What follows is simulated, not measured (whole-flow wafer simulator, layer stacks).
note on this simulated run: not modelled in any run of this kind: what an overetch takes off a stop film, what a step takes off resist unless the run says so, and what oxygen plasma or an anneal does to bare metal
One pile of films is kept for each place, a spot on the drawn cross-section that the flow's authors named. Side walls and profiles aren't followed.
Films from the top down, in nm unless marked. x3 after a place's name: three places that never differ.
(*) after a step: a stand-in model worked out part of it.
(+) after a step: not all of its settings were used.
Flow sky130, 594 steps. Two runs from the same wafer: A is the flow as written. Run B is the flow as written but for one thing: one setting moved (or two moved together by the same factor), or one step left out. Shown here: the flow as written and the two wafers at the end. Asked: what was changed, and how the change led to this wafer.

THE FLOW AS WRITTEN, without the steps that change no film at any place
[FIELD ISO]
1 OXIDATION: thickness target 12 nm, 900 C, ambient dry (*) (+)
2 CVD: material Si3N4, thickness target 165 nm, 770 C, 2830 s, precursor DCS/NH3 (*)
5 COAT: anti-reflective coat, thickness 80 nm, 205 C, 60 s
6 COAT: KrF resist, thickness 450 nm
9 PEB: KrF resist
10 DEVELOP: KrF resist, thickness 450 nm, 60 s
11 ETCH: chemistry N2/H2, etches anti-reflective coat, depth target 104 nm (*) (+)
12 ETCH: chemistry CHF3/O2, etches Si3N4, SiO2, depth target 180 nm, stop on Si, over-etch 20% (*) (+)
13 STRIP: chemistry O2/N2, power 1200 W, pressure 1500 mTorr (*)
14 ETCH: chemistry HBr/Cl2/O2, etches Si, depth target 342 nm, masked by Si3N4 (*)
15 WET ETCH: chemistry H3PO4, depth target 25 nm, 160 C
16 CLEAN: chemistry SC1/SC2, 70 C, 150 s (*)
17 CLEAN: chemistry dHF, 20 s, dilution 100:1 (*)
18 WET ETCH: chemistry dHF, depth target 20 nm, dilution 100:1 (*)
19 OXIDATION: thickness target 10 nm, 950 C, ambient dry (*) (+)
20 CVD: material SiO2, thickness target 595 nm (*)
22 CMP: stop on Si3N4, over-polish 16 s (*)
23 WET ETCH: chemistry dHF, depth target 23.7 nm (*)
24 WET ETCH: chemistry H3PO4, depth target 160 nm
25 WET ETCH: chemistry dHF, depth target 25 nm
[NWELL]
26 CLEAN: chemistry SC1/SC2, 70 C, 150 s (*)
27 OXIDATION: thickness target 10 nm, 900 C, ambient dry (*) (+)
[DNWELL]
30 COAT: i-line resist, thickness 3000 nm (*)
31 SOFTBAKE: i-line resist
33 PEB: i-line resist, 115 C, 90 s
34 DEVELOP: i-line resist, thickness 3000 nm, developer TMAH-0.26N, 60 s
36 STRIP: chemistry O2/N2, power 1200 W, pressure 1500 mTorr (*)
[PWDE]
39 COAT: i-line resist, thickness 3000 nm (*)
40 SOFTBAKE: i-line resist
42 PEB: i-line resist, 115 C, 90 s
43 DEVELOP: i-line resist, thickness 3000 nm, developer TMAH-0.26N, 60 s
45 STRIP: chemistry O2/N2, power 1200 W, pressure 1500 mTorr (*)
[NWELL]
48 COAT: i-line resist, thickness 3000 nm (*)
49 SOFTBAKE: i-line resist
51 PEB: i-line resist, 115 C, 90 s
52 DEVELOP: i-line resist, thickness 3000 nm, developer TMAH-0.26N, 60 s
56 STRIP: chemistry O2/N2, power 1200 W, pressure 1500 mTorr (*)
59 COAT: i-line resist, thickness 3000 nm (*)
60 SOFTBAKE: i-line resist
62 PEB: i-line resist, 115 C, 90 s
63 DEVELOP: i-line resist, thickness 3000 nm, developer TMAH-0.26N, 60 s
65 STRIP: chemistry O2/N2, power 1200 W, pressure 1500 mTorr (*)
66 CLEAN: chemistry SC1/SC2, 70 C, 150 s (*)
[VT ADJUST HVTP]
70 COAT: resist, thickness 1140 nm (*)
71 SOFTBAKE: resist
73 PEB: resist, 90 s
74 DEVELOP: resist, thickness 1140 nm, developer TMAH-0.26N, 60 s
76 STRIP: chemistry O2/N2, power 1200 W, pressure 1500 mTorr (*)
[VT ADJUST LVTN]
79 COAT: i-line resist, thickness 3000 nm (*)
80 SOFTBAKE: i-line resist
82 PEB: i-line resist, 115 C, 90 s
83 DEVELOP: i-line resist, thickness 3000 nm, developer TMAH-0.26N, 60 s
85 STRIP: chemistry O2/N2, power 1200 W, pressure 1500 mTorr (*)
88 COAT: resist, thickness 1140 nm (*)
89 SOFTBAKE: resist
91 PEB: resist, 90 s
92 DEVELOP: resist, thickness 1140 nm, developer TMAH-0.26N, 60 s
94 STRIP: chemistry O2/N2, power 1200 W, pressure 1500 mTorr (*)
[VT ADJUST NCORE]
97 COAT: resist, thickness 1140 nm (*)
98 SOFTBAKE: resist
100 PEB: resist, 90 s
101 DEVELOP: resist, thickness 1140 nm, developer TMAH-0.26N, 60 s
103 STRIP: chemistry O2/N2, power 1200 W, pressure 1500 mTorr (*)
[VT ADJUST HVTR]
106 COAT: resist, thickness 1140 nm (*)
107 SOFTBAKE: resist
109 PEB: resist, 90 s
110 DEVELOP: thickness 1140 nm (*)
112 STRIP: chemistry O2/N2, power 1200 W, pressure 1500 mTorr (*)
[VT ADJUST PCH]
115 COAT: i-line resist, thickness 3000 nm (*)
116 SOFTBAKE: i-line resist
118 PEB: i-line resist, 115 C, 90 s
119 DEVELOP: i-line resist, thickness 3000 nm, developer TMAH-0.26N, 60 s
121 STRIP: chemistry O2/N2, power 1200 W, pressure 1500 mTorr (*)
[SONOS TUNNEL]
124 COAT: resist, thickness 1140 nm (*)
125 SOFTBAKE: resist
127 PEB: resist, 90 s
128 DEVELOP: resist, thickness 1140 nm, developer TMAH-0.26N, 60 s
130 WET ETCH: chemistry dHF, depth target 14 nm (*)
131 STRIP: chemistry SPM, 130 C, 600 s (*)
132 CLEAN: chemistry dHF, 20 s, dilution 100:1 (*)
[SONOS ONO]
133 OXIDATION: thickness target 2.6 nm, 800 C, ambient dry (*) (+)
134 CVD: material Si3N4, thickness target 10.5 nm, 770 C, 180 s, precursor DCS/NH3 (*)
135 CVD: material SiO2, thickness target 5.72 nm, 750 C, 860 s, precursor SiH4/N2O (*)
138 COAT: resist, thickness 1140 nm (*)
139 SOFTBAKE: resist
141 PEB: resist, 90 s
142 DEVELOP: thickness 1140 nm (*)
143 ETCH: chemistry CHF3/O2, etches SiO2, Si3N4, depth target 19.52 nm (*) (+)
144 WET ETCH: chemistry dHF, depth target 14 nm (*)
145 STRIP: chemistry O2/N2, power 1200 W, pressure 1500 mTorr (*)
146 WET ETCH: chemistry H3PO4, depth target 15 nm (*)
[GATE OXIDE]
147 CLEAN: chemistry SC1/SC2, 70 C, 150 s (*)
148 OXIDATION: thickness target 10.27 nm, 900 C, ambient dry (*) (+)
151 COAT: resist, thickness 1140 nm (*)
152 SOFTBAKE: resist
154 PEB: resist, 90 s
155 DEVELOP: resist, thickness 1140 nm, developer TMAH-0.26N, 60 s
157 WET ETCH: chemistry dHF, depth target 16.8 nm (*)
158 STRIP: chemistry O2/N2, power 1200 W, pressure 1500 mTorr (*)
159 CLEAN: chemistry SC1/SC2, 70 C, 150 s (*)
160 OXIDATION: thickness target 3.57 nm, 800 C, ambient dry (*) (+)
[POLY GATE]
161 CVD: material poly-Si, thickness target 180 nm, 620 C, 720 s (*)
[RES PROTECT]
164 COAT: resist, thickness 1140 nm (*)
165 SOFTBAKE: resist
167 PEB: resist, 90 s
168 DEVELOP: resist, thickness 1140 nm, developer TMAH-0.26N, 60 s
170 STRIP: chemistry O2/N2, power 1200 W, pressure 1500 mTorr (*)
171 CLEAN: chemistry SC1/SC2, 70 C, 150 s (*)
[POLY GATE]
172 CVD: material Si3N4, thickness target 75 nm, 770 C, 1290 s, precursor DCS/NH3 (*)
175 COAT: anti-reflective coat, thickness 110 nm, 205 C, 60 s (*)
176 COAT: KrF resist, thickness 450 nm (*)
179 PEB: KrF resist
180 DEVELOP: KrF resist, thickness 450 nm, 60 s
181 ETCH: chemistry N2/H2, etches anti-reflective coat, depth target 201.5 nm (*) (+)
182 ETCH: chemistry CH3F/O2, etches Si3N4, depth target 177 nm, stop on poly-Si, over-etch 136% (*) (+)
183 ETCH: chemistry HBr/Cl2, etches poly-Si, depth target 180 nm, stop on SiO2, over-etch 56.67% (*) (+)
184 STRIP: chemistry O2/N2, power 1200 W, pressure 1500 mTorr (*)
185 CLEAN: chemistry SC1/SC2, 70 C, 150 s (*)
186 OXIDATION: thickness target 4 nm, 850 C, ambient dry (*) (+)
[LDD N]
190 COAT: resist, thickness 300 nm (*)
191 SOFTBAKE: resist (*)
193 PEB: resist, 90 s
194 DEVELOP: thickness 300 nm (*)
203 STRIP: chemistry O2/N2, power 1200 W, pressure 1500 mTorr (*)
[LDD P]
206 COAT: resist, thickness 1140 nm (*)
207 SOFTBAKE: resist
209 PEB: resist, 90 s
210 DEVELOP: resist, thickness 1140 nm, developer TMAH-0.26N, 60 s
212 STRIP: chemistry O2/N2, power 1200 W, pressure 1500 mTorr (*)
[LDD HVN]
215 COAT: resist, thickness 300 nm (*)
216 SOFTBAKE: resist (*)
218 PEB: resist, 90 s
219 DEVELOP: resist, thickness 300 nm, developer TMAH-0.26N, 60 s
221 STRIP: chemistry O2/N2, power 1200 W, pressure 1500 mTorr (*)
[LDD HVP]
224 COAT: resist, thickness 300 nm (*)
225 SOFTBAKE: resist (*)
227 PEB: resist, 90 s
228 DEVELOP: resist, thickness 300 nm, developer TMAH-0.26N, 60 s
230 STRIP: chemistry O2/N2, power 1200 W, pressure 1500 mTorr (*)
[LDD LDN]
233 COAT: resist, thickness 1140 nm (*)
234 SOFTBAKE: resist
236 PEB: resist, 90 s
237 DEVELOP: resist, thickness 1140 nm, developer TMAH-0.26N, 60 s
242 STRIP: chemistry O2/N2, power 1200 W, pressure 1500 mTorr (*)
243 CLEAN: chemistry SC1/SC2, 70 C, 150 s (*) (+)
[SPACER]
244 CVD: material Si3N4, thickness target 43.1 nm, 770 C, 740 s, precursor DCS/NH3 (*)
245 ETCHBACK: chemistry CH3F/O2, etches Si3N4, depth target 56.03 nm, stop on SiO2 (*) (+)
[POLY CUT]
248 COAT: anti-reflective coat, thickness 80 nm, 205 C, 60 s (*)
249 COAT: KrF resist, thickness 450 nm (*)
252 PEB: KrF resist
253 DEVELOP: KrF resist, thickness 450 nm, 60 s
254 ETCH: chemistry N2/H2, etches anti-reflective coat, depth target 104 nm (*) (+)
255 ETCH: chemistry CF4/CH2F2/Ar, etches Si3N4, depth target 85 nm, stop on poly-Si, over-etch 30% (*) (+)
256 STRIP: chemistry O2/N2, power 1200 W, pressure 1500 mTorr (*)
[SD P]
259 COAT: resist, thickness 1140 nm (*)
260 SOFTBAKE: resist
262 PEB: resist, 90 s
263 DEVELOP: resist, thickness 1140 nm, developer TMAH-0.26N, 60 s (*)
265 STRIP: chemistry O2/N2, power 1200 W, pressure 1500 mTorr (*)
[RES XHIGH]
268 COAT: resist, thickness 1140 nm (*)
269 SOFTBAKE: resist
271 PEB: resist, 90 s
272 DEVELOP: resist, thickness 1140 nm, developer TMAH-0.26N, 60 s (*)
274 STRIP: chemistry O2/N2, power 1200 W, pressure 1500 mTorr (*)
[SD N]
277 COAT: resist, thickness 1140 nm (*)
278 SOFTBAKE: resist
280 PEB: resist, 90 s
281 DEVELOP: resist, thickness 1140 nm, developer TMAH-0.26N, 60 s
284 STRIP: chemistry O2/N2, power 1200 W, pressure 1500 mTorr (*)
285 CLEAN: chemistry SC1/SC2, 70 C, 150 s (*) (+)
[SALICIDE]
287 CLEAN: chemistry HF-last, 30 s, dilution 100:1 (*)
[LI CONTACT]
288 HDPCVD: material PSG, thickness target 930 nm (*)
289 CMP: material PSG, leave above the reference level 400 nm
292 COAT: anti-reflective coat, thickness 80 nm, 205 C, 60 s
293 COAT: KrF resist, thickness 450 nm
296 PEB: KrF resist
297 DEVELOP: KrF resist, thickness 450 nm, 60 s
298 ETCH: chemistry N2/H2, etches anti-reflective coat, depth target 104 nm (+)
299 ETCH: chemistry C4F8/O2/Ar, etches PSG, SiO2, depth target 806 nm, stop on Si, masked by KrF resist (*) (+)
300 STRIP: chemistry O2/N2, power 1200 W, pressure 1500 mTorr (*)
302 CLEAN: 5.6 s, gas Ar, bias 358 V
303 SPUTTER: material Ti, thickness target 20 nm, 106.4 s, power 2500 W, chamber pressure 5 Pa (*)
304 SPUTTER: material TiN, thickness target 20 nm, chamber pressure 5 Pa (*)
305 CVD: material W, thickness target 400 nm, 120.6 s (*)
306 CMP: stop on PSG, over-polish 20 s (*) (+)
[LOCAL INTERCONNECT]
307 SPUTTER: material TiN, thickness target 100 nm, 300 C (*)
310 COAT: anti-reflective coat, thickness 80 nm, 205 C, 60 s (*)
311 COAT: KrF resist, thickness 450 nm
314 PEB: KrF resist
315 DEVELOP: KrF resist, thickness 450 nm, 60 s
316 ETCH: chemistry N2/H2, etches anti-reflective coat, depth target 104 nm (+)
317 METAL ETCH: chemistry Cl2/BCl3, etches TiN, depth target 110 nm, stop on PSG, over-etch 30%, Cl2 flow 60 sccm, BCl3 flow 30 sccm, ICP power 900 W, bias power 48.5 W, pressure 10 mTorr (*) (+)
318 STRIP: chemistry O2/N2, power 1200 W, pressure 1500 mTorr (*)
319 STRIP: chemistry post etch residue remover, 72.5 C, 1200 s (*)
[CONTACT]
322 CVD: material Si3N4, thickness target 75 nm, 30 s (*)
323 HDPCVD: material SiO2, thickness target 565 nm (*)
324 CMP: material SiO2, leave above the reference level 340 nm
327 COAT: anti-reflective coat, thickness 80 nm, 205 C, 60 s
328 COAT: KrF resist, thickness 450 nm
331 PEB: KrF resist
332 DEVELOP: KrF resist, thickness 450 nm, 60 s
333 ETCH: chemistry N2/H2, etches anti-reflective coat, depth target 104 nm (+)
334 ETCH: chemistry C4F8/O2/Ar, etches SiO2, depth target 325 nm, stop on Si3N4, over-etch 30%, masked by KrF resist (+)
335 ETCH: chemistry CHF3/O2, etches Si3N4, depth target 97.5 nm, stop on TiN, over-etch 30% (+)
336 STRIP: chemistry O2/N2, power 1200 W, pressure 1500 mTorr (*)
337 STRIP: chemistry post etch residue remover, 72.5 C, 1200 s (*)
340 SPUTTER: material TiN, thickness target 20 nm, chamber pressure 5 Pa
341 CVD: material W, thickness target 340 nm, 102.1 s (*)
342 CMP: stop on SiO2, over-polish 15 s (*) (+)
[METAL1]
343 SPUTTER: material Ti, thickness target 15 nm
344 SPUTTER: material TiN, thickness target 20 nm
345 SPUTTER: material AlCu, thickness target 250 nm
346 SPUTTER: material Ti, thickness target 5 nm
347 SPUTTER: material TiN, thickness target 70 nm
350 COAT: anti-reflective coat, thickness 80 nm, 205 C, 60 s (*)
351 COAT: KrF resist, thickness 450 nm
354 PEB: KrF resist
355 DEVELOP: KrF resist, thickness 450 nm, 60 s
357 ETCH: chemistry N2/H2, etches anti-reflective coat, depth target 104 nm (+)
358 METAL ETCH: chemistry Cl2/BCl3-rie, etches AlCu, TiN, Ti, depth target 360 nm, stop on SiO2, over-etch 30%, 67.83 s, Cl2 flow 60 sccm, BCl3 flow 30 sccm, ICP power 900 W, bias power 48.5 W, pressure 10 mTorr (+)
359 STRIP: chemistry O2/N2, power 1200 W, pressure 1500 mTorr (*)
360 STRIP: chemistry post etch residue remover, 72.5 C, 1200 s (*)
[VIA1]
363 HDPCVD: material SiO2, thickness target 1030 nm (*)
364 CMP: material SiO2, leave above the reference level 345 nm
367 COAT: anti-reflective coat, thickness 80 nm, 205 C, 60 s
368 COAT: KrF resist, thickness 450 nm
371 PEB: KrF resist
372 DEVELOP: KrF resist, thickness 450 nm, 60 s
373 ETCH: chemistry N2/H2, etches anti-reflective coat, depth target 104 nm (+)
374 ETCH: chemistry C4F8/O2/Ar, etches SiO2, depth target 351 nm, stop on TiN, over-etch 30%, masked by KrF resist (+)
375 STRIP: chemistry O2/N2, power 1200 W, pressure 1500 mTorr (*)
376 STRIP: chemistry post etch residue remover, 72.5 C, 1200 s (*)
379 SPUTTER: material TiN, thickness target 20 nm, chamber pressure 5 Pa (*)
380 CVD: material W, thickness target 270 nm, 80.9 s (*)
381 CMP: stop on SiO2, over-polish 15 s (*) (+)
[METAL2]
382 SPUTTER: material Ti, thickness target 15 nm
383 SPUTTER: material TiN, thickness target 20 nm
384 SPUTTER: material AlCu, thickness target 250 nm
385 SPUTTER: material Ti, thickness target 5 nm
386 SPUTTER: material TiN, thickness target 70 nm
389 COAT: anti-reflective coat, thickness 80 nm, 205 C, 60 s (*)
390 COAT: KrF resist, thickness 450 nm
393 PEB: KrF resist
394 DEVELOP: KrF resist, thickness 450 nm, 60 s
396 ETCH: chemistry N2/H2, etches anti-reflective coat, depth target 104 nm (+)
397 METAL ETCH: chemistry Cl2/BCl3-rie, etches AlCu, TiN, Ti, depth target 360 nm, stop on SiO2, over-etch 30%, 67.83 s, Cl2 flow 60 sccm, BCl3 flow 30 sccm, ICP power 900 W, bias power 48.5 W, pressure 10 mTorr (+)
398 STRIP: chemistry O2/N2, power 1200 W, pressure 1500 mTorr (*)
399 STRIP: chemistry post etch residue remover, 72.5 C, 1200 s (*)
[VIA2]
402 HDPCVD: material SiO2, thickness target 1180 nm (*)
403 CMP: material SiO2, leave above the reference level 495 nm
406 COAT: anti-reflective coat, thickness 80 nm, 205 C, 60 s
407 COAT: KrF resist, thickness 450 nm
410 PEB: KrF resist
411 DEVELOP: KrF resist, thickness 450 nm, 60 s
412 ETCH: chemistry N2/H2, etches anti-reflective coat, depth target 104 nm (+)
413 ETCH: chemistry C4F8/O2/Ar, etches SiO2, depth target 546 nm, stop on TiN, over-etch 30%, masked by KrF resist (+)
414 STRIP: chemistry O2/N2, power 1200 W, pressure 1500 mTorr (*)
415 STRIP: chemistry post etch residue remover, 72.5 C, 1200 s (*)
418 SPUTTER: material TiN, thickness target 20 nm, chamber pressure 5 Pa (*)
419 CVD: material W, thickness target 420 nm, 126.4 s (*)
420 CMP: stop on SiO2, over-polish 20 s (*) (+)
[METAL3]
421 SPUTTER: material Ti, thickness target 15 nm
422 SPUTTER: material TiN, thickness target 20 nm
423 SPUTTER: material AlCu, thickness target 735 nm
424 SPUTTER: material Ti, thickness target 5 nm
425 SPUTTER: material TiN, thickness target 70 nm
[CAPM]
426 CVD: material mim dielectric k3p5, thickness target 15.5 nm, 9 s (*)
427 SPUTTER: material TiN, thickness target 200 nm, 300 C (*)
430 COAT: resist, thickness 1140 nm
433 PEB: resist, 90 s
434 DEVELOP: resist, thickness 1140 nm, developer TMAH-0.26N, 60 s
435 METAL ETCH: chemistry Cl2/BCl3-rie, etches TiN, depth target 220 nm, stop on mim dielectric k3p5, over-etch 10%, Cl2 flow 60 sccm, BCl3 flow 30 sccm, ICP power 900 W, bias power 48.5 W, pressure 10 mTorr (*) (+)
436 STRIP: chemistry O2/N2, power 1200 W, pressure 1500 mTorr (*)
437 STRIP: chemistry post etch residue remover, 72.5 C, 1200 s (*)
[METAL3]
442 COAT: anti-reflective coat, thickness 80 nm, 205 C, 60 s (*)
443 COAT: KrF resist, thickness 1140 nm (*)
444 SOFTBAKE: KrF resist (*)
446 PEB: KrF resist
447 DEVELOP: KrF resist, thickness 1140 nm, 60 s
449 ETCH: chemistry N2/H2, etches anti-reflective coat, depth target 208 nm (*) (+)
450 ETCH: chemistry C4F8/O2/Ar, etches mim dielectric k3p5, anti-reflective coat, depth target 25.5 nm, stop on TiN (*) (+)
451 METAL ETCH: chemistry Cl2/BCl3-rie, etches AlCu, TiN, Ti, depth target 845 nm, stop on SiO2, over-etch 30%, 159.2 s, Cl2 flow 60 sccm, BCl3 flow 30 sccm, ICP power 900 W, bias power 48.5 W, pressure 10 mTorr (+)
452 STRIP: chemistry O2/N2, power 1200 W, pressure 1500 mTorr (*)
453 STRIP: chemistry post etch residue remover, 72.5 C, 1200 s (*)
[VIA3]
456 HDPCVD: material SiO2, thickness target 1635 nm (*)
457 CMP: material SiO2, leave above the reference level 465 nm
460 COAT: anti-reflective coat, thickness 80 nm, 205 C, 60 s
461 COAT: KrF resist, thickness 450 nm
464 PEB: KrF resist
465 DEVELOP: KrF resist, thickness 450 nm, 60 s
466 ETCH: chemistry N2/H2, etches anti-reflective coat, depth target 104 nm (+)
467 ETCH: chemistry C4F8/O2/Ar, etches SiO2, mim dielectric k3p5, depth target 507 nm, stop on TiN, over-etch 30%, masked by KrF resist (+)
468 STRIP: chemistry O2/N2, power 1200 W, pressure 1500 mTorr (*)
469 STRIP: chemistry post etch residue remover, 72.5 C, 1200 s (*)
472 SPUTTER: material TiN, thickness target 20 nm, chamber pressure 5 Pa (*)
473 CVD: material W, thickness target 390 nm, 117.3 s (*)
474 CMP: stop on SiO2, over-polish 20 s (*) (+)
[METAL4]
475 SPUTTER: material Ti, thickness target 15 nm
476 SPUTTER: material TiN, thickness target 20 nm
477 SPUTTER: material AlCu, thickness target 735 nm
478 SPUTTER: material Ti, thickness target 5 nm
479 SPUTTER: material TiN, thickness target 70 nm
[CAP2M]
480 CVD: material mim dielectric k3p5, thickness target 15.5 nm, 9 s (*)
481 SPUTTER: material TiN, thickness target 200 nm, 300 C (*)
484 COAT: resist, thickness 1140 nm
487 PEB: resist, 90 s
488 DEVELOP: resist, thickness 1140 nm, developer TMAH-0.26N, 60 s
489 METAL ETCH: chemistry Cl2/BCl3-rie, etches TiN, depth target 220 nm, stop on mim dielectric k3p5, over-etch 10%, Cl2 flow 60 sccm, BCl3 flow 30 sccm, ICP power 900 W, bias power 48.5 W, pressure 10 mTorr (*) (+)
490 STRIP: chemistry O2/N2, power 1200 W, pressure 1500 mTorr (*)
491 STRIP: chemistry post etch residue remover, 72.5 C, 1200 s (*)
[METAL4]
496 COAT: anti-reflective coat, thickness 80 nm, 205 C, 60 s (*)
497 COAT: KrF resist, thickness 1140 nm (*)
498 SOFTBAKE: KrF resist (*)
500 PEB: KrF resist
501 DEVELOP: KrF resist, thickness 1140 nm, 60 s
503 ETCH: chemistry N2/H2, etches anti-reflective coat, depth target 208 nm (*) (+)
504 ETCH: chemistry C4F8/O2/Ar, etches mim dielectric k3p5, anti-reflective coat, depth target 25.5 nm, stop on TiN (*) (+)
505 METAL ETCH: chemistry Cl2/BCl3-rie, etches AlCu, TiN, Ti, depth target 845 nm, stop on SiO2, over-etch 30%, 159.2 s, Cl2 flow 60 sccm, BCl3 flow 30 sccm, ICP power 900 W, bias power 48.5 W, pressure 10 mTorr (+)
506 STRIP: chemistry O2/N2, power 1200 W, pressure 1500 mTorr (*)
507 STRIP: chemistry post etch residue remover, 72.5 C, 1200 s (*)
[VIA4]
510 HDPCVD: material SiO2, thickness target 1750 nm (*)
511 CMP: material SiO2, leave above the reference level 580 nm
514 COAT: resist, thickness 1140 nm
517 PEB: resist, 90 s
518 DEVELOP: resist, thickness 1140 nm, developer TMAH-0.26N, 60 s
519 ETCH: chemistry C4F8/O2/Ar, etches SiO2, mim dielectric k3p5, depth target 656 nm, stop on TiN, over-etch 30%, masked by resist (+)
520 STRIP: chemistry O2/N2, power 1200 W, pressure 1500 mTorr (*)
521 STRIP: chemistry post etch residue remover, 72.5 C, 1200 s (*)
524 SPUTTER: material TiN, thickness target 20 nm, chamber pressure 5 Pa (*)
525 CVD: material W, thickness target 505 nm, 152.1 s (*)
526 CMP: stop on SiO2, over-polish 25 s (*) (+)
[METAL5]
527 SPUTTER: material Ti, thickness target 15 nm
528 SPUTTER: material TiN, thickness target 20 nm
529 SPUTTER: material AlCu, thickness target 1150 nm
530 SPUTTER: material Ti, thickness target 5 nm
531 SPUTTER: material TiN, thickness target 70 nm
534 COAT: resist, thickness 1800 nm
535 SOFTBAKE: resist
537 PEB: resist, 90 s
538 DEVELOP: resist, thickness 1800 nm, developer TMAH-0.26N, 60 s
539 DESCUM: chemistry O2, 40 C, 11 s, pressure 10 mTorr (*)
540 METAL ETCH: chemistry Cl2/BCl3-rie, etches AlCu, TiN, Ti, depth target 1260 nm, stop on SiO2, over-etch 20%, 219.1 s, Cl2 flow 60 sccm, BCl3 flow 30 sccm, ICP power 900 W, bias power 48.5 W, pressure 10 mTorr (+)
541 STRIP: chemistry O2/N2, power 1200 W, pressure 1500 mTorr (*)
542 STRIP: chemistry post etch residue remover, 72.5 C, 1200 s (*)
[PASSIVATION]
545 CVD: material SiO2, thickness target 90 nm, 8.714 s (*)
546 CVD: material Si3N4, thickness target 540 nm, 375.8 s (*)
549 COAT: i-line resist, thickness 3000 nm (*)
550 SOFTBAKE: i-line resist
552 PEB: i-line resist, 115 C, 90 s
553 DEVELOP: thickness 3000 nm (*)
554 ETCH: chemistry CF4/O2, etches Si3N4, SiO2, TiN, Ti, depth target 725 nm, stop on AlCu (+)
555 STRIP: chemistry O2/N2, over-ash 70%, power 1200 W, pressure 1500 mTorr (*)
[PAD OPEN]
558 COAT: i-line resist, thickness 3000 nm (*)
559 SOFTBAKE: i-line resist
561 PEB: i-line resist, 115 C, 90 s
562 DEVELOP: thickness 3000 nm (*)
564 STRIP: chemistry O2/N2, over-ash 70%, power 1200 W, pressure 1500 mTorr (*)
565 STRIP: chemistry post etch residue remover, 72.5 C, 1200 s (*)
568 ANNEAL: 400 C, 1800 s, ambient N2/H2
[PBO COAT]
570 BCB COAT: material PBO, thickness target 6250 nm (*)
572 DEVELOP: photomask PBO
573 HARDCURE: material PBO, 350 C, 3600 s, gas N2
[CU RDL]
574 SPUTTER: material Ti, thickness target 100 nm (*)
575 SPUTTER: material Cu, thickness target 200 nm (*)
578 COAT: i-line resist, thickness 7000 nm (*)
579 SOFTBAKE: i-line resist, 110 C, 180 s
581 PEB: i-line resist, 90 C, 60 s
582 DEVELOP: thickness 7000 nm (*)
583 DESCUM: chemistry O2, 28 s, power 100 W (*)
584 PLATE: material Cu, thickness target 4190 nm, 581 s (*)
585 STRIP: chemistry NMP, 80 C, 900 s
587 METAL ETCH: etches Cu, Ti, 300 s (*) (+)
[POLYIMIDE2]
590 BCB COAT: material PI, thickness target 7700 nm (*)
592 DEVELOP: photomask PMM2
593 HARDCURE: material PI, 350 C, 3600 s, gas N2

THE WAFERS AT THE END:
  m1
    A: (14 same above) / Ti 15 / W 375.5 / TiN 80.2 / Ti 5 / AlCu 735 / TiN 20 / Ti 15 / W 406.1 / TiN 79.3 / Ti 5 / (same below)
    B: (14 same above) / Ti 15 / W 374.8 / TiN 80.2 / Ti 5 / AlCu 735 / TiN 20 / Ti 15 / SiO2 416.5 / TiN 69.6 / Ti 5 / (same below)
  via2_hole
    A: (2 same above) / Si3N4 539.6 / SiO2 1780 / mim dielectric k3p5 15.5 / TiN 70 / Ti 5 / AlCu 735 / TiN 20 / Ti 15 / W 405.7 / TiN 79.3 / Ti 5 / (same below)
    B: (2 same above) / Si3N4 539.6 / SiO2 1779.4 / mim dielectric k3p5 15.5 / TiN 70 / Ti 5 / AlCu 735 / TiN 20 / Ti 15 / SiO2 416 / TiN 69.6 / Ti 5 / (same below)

The cause: step 413, ETCH: chemistry C4F8/O2/Ar, etches SiO2, depth target 546 nm, stop on TiN, over-etch 30%, masked by KrF resist (+), was left out.

How the change led to this, step by step:
  414 STRIP: chemistry O2/N2, power 1200 W, pressure 1500 mTorr (*)
      field, active, n_well and 186 more: A KrF resist -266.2 (all of it), anti-reflective coat -80 (all of it) | B KrF resist -375.4 (all of it), anti-reflective coat -80 (all of it)
  418 SPUTTER: material TiN, thickness target 20 nm, chamber pressure 5 Pa (*)
      m1, via2_hole: A TiN +10.2 | B TiN +20 (new film)
  419 CVD: material W, thickness target 420 nm, 126.4 s (*)
      m1: A W +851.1 (new film) | B W +420 (new film)
      via2_hole: A W +850.7 (new film) | B W +420 (new film)
  420 CMP: stop on SiO2, over-polish 20 s (*) (+)
      m1, via2_hole: A W -445 | B W -420 (all of it), TiN -20 (all of it), SiO2 -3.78
Counting metal films that touch as one body, m1 has 3 bodies (between them, from the top down: SiO2 416.5; SiO2 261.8 / Si3N4 75); the flow as written gives 2 bodies (between them, from the top down: SiO2 261.8 / Si3N4 75).
Counting metal films that touch as one body, via2_hole has 2 bodies (between them, from the top down: SiO2 416); the flow as written gives 1 body.
